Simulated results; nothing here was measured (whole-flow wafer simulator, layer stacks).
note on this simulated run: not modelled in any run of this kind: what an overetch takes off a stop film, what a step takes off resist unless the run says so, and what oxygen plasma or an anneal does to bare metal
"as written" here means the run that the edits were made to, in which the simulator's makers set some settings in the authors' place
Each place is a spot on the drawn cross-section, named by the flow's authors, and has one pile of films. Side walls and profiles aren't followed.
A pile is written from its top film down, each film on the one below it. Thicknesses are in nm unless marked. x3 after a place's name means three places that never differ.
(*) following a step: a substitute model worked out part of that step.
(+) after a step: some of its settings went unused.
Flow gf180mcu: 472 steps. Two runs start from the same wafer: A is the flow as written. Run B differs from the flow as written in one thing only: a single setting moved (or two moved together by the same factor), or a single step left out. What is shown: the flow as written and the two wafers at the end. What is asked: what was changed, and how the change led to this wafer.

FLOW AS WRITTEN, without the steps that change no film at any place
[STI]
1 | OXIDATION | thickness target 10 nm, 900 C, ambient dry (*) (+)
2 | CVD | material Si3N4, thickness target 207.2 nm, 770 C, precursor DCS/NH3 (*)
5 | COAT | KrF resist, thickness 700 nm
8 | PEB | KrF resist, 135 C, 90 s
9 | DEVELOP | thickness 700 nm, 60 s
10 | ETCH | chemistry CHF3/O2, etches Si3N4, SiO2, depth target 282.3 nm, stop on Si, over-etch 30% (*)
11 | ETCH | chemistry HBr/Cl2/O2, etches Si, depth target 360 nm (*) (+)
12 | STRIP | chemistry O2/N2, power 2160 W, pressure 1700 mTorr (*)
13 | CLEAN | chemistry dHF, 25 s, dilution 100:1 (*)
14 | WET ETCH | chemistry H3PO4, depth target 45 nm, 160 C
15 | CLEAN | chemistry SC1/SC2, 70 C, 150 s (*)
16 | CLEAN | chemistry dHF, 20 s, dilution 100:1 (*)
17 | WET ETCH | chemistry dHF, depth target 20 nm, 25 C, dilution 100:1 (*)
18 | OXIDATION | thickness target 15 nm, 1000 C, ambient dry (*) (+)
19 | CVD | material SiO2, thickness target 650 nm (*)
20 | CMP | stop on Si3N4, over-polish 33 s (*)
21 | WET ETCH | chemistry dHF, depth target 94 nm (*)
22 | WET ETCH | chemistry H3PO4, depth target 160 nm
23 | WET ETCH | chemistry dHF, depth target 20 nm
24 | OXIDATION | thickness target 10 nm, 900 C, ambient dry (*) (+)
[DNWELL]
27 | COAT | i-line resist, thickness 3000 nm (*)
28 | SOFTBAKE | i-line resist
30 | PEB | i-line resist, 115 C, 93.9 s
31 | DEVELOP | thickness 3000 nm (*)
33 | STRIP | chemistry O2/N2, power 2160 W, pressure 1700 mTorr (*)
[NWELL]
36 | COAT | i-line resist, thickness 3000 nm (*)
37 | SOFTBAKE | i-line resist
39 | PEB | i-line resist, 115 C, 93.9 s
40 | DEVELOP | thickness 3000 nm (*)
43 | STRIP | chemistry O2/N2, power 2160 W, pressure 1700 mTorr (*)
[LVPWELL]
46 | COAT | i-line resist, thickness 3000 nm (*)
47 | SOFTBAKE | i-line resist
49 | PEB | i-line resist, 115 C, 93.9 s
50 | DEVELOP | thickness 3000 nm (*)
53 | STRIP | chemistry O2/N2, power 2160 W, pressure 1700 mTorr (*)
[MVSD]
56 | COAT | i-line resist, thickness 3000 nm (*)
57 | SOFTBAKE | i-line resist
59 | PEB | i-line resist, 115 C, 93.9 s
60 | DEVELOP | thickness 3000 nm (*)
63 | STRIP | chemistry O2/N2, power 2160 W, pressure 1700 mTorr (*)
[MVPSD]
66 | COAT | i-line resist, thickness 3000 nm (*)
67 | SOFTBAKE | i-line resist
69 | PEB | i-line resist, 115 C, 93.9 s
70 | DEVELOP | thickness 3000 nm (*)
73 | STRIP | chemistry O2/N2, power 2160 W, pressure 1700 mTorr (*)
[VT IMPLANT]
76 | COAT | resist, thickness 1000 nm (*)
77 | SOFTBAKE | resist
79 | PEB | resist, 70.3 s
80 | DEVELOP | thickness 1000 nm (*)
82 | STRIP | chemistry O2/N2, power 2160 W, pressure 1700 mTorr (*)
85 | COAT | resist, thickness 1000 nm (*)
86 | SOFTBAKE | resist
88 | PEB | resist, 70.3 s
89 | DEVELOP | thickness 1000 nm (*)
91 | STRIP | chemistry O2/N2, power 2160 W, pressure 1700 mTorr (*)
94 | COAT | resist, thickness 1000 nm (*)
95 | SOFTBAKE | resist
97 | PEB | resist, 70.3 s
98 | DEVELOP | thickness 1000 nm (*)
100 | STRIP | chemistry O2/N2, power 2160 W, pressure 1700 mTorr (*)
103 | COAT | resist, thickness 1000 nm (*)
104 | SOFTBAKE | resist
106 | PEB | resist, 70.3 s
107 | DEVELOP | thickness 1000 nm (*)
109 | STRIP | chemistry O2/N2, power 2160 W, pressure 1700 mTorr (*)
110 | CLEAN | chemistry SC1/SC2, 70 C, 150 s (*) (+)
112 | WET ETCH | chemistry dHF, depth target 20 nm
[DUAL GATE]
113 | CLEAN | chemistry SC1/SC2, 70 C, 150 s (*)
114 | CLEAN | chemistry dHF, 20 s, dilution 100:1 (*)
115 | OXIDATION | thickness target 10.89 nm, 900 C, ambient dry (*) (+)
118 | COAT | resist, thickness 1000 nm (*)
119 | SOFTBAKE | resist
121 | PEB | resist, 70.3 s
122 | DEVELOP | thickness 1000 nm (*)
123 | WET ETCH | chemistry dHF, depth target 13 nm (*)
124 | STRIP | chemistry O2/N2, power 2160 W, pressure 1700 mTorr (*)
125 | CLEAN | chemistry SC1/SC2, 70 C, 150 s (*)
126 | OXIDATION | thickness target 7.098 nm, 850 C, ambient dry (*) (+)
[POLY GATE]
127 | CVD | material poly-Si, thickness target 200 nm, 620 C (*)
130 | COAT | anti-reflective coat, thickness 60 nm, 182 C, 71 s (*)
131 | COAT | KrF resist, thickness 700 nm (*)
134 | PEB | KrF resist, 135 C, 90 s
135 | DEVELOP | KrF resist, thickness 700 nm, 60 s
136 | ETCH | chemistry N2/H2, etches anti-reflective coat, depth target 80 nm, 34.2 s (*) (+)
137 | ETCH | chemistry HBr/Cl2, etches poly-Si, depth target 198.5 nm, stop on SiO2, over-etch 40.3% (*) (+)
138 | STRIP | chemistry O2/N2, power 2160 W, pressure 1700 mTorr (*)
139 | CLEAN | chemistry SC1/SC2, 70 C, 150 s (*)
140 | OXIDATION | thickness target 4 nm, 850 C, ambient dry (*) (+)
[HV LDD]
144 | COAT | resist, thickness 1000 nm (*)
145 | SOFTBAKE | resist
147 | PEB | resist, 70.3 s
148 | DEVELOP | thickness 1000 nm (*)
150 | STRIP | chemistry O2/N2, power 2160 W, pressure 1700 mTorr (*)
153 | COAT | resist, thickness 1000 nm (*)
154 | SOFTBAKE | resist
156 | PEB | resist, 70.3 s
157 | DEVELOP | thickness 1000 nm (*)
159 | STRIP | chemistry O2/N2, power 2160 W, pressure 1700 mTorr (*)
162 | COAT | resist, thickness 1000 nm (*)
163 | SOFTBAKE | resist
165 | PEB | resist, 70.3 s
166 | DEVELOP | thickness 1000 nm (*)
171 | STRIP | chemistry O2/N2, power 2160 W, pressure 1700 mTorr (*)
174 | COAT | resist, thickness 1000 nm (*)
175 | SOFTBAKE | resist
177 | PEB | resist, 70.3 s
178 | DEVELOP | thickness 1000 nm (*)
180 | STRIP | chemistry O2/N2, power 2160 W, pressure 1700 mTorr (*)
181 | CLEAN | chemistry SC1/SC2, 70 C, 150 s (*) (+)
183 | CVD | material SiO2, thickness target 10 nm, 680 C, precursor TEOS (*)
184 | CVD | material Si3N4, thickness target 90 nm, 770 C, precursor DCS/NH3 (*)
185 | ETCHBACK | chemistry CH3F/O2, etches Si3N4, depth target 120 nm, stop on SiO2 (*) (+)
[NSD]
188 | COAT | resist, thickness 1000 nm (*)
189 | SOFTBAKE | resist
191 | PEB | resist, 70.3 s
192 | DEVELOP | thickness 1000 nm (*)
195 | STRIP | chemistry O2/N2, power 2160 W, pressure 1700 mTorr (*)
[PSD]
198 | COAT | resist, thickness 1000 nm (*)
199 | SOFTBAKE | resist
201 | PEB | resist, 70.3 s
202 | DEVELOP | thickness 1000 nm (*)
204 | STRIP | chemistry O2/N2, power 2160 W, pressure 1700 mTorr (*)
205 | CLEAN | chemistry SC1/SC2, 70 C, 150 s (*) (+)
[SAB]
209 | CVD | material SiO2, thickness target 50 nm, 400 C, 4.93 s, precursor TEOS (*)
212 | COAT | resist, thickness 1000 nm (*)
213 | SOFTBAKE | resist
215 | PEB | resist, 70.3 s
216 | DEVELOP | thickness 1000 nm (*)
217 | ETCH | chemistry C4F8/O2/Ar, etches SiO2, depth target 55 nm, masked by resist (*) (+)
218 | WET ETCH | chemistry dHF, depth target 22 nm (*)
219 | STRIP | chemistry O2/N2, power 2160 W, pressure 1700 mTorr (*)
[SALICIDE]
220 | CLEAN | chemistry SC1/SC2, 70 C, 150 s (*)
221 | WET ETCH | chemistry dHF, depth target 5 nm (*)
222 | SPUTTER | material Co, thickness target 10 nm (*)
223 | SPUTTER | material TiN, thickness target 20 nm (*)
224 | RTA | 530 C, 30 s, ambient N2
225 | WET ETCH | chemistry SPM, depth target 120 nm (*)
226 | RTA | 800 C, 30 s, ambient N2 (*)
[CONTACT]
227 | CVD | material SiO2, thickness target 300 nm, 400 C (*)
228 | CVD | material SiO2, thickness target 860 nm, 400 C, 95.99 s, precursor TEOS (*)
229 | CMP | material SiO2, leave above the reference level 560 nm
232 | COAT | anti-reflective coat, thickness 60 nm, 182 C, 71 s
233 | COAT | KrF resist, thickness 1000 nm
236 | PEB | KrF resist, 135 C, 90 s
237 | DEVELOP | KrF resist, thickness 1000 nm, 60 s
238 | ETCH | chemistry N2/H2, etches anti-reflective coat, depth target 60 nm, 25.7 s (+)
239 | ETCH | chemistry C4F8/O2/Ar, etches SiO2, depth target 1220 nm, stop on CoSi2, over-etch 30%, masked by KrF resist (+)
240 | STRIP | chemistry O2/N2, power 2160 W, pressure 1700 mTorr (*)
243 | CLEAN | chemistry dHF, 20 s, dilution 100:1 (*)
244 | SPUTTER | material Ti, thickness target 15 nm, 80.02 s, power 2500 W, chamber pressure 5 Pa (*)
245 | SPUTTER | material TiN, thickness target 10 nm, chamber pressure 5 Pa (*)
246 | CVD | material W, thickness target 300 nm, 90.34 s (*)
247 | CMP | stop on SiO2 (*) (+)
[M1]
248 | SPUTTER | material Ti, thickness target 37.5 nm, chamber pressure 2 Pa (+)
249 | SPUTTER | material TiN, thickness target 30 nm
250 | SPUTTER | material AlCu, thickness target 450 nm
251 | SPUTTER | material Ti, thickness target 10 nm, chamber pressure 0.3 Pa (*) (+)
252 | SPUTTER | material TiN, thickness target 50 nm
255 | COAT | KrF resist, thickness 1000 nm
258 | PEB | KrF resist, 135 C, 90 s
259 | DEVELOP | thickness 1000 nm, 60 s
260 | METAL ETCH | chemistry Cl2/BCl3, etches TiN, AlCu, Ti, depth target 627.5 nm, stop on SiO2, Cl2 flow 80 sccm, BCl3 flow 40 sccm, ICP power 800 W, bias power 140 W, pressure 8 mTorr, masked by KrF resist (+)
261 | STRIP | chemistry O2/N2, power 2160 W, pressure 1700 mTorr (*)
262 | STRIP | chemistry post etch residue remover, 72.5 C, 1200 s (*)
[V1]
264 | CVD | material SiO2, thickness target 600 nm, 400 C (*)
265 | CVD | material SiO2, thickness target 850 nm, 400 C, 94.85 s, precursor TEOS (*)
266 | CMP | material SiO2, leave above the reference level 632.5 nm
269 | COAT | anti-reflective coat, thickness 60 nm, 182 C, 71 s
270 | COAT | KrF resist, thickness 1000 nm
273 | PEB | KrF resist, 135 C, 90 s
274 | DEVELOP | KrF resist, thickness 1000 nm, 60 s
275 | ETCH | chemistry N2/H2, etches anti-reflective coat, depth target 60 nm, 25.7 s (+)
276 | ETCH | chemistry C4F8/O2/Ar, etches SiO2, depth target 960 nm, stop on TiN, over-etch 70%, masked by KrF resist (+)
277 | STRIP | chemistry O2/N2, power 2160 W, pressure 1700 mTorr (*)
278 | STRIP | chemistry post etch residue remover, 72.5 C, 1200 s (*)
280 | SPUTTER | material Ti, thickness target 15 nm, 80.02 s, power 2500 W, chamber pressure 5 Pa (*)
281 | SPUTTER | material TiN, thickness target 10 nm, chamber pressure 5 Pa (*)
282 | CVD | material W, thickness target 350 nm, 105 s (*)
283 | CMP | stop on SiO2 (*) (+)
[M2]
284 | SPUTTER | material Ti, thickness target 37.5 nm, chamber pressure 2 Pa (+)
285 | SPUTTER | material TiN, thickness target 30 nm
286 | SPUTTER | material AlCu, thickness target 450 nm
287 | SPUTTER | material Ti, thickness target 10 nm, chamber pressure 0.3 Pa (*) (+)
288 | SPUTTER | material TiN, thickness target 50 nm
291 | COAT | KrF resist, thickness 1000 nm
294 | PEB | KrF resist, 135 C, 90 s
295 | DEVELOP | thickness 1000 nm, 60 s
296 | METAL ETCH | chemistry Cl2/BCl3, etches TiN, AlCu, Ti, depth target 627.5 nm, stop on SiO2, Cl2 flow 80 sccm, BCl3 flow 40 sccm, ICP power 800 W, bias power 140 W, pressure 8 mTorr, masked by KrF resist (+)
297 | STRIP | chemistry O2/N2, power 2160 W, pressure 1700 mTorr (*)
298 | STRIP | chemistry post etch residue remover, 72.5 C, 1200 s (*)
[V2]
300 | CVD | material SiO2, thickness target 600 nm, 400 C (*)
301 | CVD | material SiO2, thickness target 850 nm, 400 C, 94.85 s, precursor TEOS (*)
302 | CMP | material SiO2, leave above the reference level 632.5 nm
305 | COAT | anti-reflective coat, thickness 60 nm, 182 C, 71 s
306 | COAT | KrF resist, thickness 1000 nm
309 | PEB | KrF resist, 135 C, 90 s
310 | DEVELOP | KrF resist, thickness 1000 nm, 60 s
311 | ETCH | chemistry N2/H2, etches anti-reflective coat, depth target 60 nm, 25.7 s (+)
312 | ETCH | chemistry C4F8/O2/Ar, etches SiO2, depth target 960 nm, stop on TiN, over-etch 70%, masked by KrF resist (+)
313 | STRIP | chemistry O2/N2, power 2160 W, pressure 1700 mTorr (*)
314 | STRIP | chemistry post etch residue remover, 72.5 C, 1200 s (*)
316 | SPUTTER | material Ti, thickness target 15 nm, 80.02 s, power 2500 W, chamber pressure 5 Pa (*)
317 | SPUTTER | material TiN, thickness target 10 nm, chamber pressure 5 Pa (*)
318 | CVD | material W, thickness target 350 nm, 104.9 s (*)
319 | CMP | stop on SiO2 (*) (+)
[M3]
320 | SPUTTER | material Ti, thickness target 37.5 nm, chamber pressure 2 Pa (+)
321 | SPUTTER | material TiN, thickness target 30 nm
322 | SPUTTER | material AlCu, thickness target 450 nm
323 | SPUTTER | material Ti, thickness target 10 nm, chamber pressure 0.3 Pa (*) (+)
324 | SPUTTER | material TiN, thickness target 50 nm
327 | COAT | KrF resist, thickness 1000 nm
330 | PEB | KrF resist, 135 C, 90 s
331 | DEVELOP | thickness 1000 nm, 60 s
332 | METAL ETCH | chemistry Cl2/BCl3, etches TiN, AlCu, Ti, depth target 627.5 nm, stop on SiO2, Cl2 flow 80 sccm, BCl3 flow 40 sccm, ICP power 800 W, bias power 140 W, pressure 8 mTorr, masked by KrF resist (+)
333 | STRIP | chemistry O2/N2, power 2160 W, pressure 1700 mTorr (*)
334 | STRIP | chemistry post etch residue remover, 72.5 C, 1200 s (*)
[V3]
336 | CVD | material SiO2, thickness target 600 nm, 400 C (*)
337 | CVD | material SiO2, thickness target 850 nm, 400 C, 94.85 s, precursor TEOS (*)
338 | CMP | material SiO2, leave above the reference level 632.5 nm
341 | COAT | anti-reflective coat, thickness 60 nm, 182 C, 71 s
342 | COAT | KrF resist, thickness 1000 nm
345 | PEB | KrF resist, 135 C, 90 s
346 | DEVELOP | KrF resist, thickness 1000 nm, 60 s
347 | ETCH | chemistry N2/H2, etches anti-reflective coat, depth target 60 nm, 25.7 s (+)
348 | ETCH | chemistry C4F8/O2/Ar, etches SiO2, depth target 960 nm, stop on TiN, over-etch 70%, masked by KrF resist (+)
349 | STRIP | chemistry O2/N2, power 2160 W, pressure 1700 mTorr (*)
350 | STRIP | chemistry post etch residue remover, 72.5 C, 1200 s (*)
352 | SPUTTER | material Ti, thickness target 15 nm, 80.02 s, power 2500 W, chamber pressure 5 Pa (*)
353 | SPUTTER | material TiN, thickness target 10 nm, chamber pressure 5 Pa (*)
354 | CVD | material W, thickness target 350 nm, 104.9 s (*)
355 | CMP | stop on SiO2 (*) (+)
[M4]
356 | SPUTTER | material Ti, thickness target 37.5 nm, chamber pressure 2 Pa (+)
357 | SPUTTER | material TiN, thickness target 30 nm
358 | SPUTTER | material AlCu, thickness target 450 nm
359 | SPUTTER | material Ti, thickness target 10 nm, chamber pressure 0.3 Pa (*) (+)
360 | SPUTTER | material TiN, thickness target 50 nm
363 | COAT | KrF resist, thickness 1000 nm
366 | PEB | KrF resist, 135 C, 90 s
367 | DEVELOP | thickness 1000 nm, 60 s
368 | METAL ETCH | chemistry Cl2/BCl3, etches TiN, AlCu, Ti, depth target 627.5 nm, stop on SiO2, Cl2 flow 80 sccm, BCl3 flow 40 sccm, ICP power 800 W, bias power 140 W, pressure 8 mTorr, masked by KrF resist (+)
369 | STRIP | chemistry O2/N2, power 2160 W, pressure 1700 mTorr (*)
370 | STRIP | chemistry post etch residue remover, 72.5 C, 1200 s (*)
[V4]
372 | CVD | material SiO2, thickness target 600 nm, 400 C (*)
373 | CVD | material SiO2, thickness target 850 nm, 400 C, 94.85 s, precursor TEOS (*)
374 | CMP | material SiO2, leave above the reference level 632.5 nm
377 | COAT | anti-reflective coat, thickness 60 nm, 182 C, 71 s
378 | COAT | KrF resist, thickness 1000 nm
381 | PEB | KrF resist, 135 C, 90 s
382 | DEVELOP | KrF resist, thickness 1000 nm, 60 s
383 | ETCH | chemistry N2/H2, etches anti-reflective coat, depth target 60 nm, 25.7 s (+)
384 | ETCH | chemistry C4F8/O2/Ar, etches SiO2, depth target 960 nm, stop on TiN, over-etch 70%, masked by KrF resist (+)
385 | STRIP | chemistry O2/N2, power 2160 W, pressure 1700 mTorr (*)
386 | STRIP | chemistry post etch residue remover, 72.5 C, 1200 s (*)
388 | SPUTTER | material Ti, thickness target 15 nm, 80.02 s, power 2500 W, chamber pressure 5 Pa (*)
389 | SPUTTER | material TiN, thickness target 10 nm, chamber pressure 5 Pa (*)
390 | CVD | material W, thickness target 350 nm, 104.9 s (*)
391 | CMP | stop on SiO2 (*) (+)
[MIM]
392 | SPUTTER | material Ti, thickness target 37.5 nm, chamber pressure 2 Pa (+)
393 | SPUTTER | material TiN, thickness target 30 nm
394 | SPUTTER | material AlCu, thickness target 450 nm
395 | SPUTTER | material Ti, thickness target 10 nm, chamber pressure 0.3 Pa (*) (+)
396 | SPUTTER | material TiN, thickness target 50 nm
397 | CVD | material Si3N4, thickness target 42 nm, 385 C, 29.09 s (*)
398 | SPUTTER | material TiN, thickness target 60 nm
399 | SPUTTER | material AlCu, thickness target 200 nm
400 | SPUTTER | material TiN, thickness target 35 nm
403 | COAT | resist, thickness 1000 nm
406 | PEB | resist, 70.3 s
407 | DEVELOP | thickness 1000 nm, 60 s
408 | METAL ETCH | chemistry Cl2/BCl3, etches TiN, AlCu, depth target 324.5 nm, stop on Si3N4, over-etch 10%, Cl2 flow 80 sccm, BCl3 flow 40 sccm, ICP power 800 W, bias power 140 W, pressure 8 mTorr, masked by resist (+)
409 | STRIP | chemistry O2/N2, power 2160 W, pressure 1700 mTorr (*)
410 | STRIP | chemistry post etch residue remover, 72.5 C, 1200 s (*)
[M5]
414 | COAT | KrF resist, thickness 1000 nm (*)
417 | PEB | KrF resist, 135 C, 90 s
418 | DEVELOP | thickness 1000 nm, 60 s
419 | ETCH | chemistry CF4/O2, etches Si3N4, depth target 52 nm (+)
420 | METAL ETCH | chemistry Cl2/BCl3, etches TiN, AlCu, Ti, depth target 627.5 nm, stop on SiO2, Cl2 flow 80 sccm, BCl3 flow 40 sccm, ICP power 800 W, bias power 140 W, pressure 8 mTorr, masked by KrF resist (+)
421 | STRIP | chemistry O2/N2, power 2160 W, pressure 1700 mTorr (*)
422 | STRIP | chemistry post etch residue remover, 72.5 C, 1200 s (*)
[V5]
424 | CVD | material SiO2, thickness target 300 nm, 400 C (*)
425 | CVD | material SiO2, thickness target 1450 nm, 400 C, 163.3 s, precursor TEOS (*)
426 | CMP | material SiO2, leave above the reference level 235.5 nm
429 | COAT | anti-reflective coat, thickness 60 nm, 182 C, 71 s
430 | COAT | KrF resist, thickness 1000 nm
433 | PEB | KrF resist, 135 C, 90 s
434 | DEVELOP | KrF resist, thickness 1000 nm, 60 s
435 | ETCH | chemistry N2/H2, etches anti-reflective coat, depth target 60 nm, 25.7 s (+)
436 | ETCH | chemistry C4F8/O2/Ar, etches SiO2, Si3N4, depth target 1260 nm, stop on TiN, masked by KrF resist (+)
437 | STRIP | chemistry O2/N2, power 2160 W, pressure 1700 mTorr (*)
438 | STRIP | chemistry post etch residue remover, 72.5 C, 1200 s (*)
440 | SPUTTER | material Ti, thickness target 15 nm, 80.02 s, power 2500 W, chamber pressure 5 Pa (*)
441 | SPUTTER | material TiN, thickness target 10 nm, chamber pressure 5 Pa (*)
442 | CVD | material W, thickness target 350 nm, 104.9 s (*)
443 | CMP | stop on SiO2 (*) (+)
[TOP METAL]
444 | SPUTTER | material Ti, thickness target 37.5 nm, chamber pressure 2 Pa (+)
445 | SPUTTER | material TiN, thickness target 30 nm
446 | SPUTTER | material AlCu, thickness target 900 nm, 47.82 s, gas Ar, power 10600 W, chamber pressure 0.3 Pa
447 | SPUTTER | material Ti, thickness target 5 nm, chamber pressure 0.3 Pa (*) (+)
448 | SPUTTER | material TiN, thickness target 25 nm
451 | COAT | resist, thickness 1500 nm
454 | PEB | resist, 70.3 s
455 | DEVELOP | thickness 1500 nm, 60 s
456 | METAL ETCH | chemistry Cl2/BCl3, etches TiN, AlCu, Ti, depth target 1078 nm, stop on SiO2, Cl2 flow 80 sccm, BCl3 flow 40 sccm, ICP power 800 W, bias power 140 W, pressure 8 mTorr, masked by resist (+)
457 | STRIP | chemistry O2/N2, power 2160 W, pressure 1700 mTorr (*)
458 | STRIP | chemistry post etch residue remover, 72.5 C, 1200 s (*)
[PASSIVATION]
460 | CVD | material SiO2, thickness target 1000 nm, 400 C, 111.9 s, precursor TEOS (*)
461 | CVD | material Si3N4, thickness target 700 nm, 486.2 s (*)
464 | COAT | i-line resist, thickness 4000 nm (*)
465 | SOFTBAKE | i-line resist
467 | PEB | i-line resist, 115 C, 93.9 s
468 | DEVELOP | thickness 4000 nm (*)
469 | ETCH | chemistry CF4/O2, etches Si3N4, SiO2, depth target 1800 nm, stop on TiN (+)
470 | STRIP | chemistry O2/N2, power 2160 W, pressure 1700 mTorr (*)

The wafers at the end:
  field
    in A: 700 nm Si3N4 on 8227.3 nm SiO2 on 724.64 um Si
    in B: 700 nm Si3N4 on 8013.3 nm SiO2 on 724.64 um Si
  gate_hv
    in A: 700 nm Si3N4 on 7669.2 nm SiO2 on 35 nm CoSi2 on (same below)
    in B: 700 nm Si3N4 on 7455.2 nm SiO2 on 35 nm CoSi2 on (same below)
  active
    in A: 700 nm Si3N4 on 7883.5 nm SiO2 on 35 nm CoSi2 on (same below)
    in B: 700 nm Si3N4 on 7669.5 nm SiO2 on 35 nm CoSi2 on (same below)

The reason: step 286, SPUTTER: thickness target 236 nm was run, while the flow as written has thickness target 450 nm.

How this came from the change, step by step:
  286 | SPUTTER | material AlCu, thickness target 450 nm
      field, field__w1, field__w2 and 108 more: A AlCu gains 450 (new film) | B AlCu gains 236 (new film)
  296 | METAL ETCH | chemistry Cl2/BCl3, etches TiN, AlCu, Ti, depth target 627.5 nm, stop on SiO2, Cl2 flow 80 sccm, BCl3 flow 40 sccm, ICP power 800 W, bias power 140 W, pressure 8 mTorr, masked by KrF resist (+)
      field, field__w1, field__w2 and 103 more: A TiN loses 50 (all of it), Ti loses 10 (all of it), AlCu loses 450 (all of it), TiN loses 30 (all of it), Ti loses 37.5 (all of it) | B TiN loses 50 (all of it), Ti loses 10 (all of it), AlCu loses 236 (all of it), TiN loses 30 (all of it), Ti loses 37.5 (all of it)
      field__w8, contact, m1, m1__w1, m1_nw: A KrF resist loses 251 | B KrF resist loses 218.1
  297 | STRIP | chemistry O2/N2, power 2160 W, pressure 1700 mTorr (*)
      field__w8, contact, m1, m1__w1, m1_nw: A KrF resist loses 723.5 (all of it) | B KrF resist loses 756.4 (all of it)
  302 | CMP | material SiO2, leave above the reference level 632.5 nm
      field, field__w1, field__w2 and 103 more: A SiO2 loses 300 | B SiO2 loses 514
